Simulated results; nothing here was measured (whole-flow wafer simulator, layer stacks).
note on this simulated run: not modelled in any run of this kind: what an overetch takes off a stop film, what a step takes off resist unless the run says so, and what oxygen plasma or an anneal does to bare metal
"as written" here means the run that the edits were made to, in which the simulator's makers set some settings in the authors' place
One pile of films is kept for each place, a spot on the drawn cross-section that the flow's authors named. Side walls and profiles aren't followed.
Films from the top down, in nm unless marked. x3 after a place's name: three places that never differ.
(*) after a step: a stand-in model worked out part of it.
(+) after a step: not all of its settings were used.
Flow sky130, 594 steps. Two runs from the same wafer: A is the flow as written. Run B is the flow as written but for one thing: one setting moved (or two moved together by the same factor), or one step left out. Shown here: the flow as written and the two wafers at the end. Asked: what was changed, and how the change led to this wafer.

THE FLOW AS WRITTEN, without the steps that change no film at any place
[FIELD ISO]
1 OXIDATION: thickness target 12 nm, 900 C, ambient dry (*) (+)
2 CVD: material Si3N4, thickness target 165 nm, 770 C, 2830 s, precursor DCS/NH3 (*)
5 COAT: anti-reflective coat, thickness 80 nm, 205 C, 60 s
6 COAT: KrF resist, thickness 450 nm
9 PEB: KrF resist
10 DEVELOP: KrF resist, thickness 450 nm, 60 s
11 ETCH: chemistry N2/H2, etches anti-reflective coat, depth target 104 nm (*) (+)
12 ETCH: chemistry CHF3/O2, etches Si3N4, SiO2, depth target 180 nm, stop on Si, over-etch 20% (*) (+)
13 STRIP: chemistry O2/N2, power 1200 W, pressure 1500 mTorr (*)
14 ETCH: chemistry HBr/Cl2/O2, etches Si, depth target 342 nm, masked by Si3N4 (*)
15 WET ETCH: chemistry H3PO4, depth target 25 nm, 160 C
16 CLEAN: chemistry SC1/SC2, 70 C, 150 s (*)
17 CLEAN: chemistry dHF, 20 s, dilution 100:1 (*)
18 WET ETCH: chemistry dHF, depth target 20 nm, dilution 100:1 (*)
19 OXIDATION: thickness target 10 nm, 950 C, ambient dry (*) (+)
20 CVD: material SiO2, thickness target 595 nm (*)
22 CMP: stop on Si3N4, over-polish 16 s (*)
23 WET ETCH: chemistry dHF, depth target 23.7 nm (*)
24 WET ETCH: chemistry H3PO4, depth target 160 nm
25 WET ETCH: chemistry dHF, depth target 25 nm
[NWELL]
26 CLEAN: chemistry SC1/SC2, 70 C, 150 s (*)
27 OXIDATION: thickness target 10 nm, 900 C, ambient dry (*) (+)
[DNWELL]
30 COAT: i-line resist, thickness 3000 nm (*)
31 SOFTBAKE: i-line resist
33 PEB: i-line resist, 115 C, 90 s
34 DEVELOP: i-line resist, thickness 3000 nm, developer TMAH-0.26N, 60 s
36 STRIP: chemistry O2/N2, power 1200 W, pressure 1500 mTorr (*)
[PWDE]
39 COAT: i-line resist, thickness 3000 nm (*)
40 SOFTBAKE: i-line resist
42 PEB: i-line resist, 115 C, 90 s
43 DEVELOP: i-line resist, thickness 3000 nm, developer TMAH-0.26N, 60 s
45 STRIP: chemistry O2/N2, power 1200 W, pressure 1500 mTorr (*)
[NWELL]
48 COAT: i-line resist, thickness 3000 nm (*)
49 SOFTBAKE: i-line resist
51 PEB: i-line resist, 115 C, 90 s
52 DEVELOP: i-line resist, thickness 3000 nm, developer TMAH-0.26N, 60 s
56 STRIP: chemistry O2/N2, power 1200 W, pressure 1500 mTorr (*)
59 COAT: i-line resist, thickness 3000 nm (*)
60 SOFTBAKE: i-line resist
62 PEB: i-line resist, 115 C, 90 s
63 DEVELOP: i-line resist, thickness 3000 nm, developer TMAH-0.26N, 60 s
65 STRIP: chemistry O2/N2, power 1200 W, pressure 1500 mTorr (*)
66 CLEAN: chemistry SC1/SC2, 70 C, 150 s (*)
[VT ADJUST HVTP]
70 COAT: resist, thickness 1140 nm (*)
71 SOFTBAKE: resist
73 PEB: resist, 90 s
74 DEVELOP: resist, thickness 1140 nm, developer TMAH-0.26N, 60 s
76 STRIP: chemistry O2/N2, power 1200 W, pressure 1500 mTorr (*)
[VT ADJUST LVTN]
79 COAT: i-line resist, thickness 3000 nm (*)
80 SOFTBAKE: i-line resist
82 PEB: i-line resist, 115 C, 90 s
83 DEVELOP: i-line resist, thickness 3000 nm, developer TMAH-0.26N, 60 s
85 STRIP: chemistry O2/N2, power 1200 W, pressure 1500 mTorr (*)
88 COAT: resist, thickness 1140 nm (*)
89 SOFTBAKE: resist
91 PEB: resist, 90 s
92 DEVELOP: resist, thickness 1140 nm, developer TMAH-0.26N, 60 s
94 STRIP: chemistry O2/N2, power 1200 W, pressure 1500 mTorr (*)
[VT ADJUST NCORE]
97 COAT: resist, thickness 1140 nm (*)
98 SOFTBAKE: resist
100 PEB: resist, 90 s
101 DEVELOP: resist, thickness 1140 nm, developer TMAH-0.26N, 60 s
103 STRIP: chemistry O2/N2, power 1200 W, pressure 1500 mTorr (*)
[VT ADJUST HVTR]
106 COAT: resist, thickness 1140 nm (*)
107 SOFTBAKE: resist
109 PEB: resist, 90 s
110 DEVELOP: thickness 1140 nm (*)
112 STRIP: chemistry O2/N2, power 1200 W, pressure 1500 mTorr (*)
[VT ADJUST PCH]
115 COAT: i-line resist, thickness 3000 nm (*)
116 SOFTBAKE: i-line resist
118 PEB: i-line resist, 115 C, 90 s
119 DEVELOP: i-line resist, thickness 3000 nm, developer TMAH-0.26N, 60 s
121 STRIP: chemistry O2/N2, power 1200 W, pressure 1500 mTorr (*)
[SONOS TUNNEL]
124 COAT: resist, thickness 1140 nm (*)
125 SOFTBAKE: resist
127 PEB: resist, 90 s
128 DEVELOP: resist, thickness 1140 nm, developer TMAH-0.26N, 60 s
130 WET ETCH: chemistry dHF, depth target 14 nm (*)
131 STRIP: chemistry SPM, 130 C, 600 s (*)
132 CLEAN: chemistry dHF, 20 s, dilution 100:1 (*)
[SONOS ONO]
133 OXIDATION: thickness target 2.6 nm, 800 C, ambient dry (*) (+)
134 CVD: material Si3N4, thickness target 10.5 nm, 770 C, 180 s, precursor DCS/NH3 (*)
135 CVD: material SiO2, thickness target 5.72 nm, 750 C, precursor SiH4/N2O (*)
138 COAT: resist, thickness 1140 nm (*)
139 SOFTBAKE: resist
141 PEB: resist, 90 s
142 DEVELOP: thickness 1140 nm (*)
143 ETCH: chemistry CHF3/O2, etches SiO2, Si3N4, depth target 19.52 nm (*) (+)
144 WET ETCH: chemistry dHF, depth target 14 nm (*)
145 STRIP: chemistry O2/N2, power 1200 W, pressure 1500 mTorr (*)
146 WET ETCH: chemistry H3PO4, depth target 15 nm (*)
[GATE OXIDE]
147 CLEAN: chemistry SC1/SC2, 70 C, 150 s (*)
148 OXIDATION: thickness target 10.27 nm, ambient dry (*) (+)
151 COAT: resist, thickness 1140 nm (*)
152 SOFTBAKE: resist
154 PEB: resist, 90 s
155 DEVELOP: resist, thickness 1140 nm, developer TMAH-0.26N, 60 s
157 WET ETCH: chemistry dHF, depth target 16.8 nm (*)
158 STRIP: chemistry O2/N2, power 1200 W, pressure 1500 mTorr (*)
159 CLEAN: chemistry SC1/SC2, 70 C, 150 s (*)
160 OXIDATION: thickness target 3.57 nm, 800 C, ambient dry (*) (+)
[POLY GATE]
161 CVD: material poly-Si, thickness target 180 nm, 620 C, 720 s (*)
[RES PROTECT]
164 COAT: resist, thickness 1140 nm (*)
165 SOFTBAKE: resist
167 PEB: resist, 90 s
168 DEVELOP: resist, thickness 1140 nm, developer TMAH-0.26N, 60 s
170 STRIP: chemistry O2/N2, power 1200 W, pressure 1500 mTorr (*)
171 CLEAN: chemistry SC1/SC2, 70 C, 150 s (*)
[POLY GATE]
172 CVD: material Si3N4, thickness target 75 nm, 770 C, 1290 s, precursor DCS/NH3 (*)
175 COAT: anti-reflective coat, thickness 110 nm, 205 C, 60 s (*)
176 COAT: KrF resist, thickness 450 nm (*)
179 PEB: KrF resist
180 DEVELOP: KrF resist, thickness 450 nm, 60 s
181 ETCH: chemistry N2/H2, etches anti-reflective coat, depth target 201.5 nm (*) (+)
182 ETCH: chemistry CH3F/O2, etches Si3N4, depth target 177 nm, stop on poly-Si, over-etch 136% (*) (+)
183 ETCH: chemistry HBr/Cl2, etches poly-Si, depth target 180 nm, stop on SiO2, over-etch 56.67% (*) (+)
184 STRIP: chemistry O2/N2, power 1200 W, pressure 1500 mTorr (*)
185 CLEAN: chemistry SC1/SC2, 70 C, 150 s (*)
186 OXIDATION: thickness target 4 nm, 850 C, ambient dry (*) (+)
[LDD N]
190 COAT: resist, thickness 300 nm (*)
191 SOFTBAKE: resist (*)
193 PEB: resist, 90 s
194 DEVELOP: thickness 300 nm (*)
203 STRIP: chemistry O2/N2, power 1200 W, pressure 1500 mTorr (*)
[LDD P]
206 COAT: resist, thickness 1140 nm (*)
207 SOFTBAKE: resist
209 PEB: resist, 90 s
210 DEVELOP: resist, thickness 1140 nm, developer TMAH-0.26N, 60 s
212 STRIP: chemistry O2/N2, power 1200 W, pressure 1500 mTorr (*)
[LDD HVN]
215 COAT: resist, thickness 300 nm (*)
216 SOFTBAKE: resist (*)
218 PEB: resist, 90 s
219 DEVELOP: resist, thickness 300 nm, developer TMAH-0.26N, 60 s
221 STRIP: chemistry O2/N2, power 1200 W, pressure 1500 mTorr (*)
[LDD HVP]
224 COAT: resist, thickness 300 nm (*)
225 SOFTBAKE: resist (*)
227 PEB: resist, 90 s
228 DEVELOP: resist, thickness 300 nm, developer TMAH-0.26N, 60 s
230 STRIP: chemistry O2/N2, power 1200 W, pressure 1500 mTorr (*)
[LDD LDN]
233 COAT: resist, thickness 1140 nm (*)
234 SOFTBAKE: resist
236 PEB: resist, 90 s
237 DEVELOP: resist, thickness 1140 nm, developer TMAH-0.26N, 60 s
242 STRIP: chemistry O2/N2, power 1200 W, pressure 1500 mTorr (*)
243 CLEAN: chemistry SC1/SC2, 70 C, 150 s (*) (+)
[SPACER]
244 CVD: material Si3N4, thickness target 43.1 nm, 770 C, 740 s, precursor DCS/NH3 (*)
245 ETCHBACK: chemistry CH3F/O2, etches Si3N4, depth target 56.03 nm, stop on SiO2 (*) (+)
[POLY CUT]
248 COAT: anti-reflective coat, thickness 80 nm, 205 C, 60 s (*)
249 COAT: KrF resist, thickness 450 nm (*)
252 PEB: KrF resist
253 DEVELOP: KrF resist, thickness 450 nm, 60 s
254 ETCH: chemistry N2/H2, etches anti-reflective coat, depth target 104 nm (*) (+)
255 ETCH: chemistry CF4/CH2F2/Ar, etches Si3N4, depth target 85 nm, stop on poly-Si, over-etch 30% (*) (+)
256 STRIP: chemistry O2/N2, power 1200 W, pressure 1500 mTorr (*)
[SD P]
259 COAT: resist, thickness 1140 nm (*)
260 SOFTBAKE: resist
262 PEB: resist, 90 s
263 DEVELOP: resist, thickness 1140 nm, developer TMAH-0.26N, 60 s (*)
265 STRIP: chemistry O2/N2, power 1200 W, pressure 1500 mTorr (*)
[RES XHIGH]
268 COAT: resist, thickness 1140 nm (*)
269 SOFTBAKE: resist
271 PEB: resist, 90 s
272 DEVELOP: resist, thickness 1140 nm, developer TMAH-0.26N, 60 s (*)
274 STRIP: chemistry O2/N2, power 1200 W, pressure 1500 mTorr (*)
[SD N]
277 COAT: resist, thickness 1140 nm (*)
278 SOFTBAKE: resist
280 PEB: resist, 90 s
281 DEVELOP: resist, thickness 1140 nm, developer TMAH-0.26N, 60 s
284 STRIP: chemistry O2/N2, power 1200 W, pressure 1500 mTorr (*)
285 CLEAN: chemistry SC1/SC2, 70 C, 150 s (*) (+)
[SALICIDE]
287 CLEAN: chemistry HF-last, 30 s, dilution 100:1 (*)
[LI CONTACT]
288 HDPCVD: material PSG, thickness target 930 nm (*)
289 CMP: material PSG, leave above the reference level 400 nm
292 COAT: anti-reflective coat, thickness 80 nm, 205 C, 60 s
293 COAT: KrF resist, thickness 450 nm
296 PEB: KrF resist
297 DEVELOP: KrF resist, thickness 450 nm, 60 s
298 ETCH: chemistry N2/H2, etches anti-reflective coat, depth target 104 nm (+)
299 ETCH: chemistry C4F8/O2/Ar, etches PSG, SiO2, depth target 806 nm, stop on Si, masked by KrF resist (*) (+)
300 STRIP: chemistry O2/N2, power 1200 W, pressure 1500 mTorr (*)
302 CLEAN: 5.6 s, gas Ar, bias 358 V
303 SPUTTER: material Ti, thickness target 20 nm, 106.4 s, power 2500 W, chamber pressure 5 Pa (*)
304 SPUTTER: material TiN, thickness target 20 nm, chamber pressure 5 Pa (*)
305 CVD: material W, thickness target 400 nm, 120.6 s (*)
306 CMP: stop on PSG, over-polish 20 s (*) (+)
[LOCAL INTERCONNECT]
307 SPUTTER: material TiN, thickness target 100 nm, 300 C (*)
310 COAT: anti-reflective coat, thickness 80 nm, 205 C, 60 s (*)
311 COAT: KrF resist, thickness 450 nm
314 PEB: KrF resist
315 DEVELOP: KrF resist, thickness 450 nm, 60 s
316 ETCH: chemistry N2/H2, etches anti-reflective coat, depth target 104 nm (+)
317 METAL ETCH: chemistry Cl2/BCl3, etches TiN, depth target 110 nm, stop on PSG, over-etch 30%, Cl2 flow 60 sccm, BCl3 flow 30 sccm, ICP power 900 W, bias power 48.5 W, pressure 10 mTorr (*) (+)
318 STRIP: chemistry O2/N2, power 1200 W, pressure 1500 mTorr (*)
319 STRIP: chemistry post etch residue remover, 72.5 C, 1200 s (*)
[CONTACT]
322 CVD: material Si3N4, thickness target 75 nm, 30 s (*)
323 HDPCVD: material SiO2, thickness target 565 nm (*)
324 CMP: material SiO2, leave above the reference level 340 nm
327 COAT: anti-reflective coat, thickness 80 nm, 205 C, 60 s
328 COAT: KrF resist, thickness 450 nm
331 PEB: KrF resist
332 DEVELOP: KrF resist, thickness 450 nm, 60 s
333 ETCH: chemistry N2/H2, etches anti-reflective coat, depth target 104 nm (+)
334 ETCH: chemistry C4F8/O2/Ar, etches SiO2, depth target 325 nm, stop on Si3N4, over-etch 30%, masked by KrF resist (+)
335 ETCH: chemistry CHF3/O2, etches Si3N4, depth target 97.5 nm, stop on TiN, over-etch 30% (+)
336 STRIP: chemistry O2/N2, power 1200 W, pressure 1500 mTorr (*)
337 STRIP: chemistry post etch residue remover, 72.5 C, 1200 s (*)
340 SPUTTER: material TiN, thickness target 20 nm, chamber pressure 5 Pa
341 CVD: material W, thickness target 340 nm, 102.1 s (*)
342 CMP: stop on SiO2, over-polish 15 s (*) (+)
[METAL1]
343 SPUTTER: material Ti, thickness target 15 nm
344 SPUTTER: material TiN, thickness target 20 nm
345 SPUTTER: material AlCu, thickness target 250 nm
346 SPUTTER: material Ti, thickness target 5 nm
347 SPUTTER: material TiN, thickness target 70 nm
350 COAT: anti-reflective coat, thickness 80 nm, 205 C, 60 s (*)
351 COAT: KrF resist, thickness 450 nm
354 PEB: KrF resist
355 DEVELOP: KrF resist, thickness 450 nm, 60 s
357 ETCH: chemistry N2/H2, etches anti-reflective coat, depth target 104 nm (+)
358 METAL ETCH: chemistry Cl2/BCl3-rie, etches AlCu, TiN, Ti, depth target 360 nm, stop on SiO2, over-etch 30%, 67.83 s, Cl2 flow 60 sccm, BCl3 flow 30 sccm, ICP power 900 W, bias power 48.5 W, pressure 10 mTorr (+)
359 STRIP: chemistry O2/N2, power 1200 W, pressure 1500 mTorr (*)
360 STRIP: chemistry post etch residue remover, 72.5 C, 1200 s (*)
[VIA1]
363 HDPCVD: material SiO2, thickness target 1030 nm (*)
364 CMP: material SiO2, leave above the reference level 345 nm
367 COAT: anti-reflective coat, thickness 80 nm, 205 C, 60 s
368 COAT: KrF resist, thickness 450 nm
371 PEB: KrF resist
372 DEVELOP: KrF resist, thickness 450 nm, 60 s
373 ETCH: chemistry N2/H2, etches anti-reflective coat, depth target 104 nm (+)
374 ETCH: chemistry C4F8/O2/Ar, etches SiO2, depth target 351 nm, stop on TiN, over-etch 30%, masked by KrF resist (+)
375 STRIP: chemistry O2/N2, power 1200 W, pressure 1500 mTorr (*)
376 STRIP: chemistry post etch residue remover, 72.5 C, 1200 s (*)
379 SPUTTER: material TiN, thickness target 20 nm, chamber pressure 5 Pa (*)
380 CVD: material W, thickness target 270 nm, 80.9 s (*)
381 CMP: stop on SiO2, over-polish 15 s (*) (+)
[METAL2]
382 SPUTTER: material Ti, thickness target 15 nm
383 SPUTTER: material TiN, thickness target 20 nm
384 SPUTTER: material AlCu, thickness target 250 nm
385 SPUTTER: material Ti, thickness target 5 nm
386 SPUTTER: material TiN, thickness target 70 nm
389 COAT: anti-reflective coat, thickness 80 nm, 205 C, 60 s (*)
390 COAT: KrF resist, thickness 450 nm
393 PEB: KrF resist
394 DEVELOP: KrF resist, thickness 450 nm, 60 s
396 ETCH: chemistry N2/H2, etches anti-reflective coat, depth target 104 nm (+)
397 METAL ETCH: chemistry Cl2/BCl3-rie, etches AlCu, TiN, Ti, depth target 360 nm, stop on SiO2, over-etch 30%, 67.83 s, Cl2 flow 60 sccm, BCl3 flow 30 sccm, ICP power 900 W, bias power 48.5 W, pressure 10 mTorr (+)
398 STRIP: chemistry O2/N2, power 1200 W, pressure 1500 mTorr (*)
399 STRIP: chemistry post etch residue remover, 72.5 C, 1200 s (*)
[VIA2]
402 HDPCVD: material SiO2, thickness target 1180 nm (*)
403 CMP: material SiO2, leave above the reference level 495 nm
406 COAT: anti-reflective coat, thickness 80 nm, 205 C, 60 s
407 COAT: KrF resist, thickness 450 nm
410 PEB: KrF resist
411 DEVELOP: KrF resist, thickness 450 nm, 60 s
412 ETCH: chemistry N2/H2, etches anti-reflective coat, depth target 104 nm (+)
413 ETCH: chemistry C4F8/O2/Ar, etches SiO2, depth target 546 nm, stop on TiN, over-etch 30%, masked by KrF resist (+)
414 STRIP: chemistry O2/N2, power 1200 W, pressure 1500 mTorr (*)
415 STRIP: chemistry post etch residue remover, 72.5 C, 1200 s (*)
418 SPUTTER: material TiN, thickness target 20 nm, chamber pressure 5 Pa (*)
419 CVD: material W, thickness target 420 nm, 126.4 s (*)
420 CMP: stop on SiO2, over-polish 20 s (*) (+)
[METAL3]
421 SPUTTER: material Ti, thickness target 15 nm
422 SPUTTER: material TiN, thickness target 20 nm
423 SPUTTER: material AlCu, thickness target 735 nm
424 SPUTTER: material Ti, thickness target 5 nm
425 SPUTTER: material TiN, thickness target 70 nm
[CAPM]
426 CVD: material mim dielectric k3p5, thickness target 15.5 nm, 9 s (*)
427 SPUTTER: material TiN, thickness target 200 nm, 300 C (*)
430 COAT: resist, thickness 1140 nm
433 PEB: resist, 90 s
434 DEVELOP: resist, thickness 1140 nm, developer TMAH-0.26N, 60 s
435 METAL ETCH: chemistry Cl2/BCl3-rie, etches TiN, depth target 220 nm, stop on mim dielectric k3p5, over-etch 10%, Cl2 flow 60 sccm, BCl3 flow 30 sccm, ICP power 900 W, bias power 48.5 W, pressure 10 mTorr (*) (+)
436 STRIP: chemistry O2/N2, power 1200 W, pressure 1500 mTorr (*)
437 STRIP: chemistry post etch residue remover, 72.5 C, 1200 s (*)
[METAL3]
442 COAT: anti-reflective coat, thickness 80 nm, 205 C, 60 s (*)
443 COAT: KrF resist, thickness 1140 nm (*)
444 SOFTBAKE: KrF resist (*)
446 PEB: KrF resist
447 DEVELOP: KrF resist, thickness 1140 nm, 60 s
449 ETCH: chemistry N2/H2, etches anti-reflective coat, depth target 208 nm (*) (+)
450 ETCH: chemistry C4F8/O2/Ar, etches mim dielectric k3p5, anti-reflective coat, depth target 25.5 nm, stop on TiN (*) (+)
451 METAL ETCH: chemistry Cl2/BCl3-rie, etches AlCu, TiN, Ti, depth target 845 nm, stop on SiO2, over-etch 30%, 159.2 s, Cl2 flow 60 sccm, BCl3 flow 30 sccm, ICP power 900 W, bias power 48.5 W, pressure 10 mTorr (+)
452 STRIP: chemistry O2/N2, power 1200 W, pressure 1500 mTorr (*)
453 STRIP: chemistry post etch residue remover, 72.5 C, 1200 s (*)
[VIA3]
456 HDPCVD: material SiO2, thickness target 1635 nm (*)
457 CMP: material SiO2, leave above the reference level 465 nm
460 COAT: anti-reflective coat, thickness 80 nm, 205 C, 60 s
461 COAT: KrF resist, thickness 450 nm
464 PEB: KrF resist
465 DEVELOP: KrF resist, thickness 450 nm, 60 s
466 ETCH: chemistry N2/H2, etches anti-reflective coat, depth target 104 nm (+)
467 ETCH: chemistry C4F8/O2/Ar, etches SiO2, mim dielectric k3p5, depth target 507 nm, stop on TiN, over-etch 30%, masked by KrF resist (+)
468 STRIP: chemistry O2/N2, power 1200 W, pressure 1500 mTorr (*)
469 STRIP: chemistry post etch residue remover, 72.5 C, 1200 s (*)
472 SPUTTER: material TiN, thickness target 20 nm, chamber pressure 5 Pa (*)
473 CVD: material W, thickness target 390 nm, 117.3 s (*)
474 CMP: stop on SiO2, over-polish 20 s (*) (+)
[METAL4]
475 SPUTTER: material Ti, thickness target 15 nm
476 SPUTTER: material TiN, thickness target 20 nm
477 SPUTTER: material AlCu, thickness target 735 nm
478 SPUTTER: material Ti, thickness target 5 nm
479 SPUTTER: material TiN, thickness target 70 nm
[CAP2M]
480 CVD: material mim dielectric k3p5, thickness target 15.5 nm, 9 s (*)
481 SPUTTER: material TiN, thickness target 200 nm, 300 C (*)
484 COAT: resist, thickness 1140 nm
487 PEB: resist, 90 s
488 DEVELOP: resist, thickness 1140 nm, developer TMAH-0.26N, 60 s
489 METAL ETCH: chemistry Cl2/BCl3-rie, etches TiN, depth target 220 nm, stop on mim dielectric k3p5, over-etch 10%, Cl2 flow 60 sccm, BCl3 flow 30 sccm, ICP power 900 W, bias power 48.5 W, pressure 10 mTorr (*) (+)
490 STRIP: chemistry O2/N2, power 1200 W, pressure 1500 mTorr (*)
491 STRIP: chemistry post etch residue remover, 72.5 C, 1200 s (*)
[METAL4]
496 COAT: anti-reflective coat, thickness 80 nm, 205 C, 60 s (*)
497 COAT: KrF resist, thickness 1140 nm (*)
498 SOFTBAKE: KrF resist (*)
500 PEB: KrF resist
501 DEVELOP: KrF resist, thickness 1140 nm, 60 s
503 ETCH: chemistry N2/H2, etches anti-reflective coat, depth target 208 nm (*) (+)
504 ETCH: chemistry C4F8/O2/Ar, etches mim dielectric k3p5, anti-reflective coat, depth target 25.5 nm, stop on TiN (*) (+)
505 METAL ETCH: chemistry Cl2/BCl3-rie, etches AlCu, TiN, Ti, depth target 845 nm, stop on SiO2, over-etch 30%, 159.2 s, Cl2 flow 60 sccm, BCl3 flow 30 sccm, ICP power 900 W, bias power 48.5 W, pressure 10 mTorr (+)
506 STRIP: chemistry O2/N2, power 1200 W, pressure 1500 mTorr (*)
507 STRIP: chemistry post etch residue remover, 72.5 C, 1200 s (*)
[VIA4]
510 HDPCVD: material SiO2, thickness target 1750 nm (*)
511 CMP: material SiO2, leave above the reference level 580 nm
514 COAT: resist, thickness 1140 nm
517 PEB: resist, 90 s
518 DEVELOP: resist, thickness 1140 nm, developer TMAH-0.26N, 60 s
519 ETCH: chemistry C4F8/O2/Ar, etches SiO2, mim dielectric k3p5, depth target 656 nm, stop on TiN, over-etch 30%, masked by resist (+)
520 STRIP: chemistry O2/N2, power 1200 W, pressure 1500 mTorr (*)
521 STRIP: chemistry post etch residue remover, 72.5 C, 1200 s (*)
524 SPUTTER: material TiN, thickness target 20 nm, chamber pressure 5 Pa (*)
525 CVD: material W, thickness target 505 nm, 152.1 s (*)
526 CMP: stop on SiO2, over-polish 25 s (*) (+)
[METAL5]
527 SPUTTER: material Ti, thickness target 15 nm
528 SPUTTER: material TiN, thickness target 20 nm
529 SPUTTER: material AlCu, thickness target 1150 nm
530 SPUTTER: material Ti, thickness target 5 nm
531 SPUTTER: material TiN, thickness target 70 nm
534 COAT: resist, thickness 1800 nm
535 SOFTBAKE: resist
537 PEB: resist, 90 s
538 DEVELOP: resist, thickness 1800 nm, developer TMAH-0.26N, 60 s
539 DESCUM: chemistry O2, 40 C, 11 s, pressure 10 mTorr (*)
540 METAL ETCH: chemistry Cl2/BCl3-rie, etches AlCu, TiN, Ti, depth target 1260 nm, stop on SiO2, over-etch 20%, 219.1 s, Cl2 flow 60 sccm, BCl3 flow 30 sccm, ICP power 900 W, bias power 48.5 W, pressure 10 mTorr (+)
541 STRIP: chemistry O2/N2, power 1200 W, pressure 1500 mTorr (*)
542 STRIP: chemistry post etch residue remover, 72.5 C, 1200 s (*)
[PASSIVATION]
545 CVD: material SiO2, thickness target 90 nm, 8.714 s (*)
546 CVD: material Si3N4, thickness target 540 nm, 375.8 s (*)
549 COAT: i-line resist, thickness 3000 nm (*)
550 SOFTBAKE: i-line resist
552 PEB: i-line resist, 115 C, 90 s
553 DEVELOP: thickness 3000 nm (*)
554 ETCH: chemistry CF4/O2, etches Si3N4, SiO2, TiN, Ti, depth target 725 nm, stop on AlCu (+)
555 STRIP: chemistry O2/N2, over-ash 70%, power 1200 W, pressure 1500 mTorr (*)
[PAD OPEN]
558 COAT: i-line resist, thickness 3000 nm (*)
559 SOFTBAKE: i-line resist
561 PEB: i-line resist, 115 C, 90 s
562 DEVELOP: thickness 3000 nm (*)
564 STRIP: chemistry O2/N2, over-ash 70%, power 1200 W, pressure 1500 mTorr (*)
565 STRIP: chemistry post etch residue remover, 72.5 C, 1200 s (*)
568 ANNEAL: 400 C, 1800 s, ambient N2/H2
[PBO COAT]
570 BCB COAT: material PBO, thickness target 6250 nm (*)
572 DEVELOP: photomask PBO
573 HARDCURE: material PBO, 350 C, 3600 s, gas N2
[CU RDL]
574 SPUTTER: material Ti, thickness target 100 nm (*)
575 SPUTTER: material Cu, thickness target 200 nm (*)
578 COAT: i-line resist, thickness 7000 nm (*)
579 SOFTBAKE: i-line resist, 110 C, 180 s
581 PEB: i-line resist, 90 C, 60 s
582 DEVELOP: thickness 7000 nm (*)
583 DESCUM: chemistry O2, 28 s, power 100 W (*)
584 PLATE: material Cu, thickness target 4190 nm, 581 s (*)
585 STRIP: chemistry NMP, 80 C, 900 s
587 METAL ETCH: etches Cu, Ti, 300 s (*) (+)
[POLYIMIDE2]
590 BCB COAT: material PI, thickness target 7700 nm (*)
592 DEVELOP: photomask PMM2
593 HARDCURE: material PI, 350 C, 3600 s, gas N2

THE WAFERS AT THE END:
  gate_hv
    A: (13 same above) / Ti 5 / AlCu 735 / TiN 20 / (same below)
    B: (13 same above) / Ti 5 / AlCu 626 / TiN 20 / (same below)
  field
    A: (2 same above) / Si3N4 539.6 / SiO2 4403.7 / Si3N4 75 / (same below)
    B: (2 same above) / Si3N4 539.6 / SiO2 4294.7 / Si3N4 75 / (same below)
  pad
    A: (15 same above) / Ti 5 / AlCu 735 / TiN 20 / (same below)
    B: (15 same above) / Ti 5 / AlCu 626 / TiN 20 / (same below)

The cause: step 423, SPUTTER: thickness target 626 nm was run, where the flow has thickness target 735 nm.
It can be read off the wafer: gate_hv has AlCu 626, and step 423 as written asks for 735 nm.

How the change led to this, step by step:
  423 SPUTTER: material AlCu, thickness target 735 nm
      field, active, n_well and 188 more: A AlCu +735 (new film) | B AlCu +626 (new film)
  451 METAL ETCH: chemistry Cl2/BCl3-rie, etches AlCu, TiN, Ti, depth target 845 nm, stop on SiO2, over-etch 30%, 159.2 s, Cl2 flow 60 sccm, BCl3 flow 30 sccm, ICP power 900 W, bias power 48.5 W, pressure 10 mTorr (+)
      field, active, gate and 66 more: A TiN -70 (all of it), Ti -5 (all of it), AlCu -735 (all of it), TiN -20 (all of it), Ti -15 (all of it), SiO2 -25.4 | B TiN -70 (all of it), Ti -5 (all of it), AlCu -626 (all of it), TiN -20 (all of it), Ti -15 (all of it), SiO2 -36.2
      vpp_ln, vpp_iso2, ndiff_ln and 10 more: A TiN -70 (all of it), Ti -5 (all of it), AlCu -735 (all of it), TiN -20 (all of it), Ti -15 (all of it), SiO2 -25.3 | B TiN -70 (all of it), Ti -5 (all of it), AlCu -626 (all of it), TiN -20 (all of it), Ti -15 (all of it), SiO2 -36.2
      (and at 3 more places)
  457 CMP: material SiO2, leave above the reference level 465 nm
      field, active, gate and 82 more: A SiO2 -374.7 | B SiO2 -472.8
